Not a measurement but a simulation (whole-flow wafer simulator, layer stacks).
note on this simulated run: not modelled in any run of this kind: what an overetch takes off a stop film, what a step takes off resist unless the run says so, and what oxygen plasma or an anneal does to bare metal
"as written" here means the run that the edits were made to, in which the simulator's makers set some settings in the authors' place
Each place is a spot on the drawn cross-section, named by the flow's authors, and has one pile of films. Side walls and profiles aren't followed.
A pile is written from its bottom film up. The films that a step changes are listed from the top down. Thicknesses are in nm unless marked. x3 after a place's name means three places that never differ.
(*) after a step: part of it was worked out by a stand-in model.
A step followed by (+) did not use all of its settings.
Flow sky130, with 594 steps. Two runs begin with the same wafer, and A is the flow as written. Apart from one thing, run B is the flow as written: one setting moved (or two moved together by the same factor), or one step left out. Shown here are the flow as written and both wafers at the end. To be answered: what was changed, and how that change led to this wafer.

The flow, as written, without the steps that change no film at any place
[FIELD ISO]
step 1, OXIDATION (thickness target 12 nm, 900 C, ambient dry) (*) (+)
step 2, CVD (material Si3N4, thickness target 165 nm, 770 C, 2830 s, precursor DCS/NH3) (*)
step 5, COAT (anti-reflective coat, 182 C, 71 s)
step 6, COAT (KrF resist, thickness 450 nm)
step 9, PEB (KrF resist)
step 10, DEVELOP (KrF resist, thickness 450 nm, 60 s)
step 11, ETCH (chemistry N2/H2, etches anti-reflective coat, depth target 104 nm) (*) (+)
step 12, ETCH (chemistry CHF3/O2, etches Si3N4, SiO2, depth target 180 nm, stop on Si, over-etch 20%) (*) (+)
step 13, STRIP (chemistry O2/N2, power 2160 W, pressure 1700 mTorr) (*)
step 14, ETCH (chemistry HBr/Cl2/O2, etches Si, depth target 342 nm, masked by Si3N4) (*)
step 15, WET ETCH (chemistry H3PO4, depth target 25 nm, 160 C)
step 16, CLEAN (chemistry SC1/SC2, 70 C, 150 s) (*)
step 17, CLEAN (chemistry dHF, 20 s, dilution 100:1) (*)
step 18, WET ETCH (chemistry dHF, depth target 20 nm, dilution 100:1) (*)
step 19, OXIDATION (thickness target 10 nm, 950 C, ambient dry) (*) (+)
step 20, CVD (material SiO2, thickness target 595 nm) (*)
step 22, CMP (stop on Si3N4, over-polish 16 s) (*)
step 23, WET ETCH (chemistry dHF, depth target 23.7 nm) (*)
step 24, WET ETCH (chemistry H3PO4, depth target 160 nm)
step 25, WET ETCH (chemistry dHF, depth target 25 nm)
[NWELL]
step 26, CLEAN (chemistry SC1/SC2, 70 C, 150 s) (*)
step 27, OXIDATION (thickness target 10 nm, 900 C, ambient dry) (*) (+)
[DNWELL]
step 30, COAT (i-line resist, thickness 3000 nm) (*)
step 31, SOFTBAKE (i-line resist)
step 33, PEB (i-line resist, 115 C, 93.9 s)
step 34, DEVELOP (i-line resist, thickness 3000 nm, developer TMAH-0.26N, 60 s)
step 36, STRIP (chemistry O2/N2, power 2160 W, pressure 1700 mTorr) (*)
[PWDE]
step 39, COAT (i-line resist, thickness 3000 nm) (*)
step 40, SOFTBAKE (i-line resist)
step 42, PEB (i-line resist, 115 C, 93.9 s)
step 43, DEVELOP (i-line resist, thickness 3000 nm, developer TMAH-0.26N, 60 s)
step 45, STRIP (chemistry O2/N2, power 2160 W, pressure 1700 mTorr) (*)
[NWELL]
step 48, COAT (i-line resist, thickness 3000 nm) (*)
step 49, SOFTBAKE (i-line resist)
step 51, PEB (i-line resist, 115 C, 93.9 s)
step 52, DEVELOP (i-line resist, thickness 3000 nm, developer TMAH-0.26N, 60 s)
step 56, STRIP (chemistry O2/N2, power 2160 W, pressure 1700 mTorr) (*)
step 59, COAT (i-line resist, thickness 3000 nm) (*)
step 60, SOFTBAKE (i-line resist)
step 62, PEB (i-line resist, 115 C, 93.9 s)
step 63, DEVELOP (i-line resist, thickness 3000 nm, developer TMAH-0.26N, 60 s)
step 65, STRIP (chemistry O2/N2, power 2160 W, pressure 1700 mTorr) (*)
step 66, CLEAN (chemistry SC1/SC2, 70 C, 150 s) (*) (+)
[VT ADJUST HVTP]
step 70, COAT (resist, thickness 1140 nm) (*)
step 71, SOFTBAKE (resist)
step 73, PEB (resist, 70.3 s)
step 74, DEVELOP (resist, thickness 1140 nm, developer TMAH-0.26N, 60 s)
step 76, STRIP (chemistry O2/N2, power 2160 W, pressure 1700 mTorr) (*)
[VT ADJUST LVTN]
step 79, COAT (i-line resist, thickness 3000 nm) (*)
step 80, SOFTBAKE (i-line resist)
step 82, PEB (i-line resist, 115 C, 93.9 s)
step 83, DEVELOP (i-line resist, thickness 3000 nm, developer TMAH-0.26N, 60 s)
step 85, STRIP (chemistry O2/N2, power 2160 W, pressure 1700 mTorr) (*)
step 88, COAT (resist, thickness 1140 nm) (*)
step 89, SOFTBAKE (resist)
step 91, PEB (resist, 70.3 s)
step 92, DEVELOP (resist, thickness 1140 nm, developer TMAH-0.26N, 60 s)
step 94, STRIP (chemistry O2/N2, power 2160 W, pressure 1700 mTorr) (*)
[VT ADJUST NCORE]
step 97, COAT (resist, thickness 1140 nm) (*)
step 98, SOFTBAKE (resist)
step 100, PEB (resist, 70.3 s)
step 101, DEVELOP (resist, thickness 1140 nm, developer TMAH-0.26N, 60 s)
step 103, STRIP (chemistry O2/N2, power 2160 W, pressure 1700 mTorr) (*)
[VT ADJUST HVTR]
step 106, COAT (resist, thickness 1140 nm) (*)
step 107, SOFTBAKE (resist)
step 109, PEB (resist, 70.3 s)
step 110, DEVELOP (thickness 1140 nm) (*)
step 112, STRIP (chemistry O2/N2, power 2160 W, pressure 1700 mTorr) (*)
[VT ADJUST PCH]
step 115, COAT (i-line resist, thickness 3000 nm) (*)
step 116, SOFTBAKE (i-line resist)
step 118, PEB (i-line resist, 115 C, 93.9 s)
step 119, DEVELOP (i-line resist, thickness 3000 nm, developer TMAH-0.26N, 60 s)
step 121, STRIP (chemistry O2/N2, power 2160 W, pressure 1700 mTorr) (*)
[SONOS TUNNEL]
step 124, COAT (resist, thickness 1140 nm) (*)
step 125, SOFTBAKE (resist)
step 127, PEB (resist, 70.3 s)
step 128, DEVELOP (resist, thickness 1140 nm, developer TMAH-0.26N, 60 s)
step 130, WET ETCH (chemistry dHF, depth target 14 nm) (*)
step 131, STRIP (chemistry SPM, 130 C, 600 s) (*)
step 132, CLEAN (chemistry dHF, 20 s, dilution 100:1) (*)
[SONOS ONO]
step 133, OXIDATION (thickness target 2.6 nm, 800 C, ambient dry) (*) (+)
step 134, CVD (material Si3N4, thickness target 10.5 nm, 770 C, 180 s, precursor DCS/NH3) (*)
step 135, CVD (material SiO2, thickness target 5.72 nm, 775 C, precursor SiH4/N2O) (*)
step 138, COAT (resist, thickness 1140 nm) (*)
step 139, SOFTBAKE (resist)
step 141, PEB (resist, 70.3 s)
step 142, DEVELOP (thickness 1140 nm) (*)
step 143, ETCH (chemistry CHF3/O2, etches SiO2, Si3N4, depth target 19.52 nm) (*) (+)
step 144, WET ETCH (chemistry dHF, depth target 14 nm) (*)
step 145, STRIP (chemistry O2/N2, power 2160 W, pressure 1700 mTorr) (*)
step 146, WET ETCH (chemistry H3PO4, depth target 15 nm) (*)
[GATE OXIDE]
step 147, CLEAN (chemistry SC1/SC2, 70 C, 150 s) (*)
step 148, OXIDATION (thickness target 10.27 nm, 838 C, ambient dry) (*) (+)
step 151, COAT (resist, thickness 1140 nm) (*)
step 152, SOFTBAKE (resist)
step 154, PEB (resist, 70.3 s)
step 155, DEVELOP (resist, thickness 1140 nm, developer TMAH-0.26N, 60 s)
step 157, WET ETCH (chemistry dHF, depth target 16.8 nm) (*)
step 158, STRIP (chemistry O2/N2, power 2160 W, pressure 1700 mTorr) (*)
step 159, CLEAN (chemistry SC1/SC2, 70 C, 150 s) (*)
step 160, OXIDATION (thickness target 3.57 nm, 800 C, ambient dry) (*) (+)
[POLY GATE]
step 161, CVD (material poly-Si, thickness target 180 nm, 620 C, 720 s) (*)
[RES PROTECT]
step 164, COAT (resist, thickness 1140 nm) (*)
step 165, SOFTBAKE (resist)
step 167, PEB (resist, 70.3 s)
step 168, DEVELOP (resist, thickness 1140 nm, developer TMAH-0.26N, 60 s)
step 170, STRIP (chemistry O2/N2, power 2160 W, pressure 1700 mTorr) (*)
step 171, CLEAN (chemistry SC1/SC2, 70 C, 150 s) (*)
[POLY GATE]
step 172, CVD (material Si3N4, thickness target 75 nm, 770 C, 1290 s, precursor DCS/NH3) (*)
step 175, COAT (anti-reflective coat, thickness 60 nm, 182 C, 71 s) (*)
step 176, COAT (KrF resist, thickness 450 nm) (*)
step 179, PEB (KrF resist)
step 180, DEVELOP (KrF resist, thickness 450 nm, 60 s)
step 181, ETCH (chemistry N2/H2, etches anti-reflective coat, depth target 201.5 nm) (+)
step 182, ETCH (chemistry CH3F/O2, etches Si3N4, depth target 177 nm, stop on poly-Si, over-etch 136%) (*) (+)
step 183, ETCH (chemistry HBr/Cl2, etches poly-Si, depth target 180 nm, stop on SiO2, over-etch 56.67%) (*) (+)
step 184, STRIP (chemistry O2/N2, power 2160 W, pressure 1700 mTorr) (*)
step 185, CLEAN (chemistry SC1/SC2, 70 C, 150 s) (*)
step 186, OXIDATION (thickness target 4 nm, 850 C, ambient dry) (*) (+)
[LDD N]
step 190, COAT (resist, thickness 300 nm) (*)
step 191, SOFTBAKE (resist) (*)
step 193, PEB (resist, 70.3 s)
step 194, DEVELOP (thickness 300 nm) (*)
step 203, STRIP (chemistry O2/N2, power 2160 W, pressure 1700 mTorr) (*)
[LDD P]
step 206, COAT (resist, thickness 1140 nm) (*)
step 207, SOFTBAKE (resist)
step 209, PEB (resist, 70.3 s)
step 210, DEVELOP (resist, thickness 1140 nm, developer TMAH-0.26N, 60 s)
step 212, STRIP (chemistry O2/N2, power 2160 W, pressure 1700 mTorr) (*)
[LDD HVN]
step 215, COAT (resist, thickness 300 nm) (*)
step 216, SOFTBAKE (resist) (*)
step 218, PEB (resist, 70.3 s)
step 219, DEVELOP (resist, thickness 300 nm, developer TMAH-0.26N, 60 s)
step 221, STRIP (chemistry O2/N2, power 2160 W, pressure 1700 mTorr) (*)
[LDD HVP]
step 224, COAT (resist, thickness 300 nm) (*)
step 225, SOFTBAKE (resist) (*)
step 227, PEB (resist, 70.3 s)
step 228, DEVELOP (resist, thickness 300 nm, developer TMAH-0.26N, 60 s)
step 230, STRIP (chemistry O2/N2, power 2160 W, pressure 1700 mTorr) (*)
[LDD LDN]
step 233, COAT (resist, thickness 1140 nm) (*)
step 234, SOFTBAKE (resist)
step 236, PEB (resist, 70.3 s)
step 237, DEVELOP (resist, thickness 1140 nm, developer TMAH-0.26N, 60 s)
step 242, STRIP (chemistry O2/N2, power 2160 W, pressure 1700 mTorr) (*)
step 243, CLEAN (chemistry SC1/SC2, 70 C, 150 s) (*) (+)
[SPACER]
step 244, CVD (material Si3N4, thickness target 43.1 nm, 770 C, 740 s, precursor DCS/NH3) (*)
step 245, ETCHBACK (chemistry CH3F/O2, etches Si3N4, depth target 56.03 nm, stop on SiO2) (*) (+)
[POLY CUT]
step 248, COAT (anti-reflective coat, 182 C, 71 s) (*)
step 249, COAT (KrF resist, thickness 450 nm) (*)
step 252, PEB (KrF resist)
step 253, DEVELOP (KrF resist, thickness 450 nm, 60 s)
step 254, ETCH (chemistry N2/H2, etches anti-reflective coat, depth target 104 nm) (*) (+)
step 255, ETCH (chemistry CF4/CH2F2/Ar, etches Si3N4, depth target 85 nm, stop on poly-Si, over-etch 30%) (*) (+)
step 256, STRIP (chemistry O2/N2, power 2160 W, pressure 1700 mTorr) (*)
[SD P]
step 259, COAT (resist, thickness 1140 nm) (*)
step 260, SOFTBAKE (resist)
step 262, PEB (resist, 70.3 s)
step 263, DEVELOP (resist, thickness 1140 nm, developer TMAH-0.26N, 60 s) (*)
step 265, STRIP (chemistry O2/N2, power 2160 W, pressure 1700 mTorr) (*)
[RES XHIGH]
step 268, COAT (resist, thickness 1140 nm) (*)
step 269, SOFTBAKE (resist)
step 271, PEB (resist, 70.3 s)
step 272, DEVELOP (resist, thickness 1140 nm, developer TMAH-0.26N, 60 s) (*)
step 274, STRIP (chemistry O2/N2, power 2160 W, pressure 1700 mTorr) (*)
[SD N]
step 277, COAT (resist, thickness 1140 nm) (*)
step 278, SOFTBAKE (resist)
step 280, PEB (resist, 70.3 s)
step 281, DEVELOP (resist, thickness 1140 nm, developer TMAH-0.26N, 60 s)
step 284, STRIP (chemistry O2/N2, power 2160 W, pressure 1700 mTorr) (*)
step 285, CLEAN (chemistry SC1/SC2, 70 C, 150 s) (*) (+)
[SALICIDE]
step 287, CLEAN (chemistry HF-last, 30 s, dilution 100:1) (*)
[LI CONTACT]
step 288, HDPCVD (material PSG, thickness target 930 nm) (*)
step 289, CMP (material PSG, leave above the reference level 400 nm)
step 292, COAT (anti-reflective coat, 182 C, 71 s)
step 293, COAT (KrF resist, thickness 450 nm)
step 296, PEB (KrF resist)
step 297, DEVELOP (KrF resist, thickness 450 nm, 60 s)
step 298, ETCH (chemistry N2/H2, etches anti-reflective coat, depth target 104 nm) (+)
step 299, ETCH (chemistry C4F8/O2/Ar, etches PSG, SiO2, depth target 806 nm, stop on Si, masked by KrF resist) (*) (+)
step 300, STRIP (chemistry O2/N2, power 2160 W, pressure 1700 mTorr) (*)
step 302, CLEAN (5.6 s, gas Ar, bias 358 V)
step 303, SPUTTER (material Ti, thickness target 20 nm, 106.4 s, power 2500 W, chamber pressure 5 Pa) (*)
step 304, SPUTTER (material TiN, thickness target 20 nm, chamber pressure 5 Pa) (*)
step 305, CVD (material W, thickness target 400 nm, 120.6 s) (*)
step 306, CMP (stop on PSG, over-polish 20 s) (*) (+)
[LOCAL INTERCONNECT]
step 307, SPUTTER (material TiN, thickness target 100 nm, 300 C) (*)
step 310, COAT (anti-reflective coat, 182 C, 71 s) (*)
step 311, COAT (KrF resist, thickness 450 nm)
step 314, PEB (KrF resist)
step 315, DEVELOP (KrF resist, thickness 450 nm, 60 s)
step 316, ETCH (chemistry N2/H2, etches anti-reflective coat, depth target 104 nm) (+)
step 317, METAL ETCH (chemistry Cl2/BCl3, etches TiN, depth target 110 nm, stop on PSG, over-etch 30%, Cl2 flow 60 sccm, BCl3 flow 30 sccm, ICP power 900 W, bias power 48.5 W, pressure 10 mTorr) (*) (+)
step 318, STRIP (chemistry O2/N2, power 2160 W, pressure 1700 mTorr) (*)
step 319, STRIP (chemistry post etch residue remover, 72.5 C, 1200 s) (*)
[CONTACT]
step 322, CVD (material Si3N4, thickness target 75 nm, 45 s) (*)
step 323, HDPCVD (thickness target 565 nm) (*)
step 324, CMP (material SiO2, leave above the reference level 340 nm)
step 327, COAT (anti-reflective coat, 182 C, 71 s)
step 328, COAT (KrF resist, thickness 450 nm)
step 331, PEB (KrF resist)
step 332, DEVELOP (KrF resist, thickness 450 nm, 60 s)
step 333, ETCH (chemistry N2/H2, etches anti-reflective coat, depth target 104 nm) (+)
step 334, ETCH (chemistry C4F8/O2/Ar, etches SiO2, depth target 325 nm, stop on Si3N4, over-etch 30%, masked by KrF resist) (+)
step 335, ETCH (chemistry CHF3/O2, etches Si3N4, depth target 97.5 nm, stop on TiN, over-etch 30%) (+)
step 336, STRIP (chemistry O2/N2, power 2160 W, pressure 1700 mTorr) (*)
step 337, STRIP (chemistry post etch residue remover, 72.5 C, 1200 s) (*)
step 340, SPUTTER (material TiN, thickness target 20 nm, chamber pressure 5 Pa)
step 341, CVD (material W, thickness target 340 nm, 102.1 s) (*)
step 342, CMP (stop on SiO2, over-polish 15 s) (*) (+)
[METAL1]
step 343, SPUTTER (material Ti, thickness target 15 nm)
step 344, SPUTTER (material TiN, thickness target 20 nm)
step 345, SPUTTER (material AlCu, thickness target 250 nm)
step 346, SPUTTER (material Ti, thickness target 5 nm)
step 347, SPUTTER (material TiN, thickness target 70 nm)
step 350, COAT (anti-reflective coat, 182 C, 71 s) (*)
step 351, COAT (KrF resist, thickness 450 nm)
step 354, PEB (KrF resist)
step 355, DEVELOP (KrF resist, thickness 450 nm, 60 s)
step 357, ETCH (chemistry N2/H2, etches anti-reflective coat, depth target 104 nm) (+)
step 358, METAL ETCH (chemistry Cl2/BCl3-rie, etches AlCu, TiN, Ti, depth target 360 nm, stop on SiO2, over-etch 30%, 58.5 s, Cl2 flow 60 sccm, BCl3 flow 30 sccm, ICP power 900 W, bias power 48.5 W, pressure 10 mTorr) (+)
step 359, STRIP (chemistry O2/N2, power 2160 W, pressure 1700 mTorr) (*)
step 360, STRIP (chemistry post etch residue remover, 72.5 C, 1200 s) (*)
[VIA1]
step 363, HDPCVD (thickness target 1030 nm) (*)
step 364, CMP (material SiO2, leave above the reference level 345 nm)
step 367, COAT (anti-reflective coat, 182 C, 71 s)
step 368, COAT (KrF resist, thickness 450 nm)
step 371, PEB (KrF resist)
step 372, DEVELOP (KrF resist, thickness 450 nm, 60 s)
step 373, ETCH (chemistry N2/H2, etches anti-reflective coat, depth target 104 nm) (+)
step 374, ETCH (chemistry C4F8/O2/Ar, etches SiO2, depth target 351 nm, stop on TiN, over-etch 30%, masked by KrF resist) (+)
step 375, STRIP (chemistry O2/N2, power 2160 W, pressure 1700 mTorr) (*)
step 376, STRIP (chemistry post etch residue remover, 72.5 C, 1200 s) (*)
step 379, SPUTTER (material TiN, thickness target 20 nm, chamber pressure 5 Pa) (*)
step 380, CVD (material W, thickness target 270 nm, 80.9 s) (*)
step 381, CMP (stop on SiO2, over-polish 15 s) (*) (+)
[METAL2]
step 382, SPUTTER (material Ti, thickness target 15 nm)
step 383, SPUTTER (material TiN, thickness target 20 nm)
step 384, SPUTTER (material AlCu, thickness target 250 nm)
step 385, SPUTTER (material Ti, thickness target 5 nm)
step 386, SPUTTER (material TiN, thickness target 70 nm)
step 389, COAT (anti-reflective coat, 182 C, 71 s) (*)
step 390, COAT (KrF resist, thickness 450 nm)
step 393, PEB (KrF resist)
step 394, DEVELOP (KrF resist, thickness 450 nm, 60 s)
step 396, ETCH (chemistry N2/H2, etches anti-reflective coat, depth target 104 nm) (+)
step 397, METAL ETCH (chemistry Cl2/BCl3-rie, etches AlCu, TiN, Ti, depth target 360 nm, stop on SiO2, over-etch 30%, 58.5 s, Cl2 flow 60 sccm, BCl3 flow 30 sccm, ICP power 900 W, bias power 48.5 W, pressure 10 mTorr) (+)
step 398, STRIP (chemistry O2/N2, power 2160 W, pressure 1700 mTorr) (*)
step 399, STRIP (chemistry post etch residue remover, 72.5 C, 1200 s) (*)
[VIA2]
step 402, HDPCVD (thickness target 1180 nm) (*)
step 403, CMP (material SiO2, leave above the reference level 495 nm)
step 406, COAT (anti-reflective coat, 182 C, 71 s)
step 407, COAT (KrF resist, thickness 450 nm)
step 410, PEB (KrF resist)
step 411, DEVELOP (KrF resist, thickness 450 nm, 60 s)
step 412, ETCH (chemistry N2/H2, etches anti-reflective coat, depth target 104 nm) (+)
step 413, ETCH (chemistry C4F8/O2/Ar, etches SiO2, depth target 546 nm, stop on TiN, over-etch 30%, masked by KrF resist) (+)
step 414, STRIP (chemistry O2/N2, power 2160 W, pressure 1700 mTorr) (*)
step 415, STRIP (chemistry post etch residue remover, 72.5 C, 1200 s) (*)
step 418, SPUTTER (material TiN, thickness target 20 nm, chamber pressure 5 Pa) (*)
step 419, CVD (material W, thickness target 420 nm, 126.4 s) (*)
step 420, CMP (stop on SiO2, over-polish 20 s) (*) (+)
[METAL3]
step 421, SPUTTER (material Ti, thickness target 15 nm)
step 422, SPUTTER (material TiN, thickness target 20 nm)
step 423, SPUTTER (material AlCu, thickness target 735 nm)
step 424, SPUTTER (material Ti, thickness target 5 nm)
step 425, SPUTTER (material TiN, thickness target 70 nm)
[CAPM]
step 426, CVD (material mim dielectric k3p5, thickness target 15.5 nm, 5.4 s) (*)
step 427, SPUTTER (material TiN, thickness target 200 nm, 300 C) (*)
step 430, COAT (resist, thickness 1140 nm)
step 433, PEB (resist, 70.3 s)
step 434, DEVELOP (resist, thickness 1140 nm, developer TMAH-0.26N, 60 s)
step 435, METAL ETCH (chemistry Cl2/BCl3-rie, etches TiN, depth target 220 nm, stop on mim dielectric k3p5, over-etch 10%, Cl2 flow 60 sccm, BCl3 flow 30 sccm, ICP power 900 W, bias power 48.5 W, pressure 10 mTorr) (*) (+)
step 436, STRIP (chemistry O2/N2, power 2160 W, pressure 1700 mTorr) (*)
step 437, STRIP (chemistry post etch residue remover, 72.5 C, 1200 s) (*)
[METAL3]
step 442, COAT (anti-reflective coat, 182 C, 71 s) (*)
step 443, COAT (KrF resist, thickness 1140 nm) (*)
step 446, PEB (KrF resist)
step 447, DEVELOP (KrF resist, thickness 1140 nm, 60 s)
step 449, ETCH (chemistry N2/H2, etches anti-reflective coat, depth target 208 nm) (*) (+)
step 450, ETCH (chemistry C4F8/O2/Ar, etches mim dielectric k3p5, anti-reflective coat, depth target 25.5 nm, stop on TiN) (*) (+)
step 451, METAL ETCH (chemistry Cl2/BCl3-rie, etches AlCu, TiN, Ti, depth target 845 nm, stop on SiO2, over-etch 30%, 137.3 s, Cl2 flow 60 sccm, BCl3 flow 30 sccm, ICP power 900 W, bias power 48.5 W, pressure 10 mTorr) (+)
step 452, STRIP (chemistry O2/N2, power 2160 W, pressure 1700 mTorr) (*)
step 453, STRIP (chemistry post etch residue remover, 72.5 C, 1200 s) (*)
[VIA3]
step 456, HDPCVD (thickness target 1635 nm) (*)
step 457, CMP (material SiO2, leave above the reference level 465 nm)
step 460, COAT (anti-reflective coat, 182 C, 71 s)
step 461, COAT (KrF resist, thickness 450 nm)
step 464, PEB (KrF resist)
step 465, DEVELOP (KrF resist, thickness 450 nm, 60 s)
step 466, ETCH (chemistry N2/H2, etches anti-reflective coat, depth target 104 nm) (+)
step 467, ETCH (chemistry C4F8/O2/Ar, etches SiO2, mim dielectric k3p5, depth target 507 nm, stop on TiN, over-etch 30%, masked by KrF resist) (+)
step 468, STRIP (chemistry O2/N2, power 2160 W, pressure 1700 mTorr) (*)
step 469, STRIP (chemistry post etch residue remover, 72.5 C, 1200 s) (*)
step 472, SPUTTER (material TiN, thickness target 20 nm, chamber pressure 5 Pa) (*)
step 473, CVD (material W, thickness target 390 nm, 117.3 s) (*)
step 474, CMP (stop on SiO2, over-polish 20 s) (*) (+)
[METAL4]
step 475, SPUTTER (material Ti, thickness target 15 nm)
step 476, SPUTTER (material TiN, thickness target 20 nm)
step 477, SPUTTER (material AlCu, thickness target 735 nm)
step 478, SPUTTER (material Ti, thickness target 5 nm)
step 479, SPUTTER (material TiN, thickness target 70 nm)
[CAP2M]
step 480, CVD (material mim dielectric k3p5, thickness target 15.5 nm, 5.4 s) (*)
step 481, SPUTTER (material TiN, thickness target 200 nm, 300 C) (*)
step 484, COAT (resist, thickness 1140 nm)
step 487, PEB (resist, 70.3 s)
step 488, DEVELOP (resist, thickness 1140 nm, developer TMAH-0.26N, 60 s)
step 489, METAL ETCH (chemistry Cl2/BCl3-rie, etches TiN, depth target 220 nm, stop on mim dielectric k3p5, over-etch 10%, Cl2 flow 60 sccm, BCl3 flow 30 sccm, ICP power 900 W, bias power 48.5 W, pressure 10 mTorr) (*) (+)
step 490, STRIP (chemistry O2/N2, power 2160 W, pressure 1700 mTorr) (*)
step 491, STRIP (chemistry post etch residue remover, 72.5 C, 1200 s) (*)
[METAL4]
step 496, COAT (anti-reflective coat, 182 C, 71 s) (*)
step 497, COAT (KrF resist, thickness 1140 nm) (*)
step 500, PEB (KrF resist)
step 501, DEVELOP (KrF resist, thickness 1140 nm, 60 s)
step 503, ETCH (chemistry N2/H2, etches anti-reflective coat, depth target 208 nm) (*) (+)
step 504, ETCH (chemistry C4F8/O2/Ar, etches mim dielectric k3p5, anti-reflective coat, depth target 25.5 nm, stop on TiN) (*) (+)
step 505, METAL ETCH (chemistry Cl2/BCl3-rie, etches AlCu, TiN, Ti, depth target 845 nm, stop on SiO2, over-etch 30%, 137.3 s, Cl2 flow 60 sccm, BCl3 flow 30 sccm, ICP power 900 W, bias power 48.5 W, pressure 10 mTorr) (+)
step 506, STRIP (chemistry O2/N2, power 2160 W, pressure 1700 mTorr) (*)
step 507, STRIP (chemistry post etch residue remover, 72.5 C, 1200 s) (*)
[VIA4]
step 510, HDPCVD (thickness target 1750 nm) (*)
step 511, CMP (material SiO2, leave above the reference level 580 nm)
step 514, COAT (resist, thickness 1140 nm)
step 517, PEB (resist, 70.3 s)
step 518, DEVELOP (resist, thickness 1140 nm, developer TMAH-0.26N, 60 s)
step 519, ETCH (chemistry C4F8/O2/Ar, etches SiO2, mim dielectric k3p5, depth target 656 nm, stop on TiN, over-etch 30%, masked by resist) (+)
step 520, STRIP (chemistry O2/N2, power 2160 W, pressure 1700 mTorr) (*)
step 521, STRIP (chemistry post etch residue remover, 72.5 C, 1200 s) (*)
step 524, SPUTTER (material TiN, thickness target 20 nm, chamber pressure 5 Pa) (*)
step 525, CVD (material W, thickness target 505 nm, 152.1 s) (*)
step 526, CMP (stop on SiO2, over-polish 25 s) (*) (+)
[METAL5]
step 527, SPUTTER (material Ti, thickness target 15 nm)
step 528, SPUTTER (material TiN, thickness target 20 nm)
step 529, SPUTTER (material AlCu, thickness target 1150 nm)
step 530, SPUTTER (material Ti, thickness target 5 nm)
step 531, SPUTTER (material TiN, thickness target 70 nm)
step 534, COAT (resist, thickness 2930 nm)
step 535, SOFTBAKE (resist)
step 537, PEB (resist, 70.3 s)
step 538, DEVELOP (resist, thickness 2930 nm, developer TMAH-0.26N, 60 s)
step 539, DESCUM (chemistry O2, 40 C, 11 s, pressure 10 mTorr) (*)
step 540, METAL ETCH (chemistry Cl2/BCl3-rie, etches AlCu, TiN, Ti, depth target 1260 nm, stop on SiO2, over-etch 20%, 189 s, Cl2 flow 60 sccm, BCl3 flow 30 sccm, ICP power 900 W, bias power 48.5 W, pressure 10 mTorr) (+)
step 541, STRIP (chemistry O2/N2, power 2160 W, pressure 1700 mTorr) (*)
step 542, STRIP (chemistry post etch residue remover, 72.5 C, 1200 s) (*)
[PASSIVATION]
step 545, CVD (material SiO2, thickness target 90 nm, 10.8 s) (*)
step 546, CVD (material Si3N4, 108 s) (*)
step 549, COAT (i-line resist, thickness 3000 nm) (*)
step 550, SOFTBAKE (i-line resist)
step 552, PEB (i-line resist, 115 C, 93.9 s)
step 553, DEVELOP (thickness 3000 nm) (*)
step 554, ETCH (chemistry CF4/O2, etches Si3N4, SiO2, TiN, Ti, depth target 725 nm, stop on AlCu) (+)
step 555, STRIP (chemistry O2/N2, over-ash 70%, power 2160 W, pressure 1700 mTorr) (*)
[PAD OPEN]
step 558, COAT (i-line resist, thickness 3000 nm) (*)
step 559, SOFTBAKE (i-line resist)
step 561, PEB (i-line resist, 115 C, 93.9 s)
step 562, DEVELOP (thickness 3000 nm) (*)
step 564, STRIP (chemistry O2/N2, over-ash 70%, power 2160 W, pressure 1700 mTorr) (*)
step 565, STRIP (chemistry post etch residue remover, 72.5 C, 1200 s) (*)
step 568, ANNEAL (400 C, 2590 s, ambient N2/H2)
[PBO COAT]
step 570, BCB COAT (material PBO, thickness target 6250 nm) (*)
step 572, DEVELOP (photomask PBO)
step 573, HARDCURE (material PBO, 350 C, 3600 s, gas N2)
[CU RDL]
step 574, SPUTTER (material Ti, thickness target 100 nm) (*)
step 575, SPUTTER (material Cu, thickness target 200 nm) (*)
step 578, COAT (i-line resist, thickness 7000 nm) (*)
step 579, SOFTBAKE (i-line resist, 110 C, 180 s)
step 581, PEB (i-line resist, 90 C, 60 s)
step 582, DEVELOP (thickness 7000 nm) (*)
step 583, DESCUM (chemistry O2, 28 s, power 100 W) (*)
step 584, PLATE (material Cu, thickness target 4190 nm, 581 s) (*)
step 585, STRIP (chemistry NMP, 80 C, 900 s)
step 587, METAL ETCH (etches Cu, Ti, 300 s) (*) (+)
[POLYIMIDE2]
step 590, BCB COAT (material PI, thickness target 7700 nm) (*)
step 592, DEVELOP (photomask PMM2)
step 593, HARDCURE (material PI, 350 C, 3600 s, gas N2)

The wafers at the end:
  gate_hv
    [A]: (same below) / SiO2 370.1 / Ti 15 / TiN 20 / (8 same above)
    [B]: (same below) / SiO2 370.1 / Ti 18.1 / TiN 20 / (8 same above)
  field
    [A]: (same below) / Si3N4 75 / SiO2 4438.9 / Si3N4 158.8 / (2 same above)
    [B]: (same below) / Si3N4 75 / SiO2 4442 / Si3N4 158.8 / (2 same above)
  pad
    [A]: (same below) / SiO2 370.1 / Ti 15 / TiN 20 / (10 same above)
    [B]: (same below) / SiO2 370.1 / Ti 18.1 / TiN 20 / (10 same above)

Cause: step 475, SPUTTER: thickness target 18.1 nm was run, though the flow has thickness target 15 nm.
One can read it off the wafer: gate_hv has Ti 18.1, and step 475 as written asks for 15 nm.

How this came from the change, step by step:
  step 475, SPUTTER (material Ti, thickness target 15 nm)
      field, active, n_well and 189 more: A Ti gains 15 (new film) | B Ti gains 18.1 (new film)
  step 505, METAL ETCH (chemistry Cl2/BCl3-rie, etches AlCu, TiN, Ti, depth target 845 nm, stop on SiO2, over-etch 30%, 137.3 s, Cl2 flow 60 sccm, BCl3 flow 30 sccm, ICP power 900 W, bias power 48.5 W, pressure 10 mTorr) (+)
      field, gate, spacer and 68 more: A TiN loses 70 (all of it), Ti loses 5 (all of it), AlCu loses 735 (all of it), TiN loses 20 (all of it), Ti loses 15 (all of it), SiO2 loses 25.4 | B TiN loses 70 (all of it), Ti loses 5 (all of it), AlCu loses 735 (all of it), TiN loses 20 (all of it), Ti loses 18.1 (all of it), SiO2 loses 25
      active, vpp_iso1, mim_edge_plate and 14 more: A TiN loses 70 (all of it), Ti loses 5 (all of it), AlCu loses 735 (all of it), TiN loses 20 (all of it), Ti loses 15 (all of it), SiO2 loses 25.3 | B TiN loses 70 (all of it), Ti loses 5 (all of it), AlCu loses 735 (all of it), TiN loses 20 (all of it), Ti loses 18.1 (all of it), SiO2 loses 25
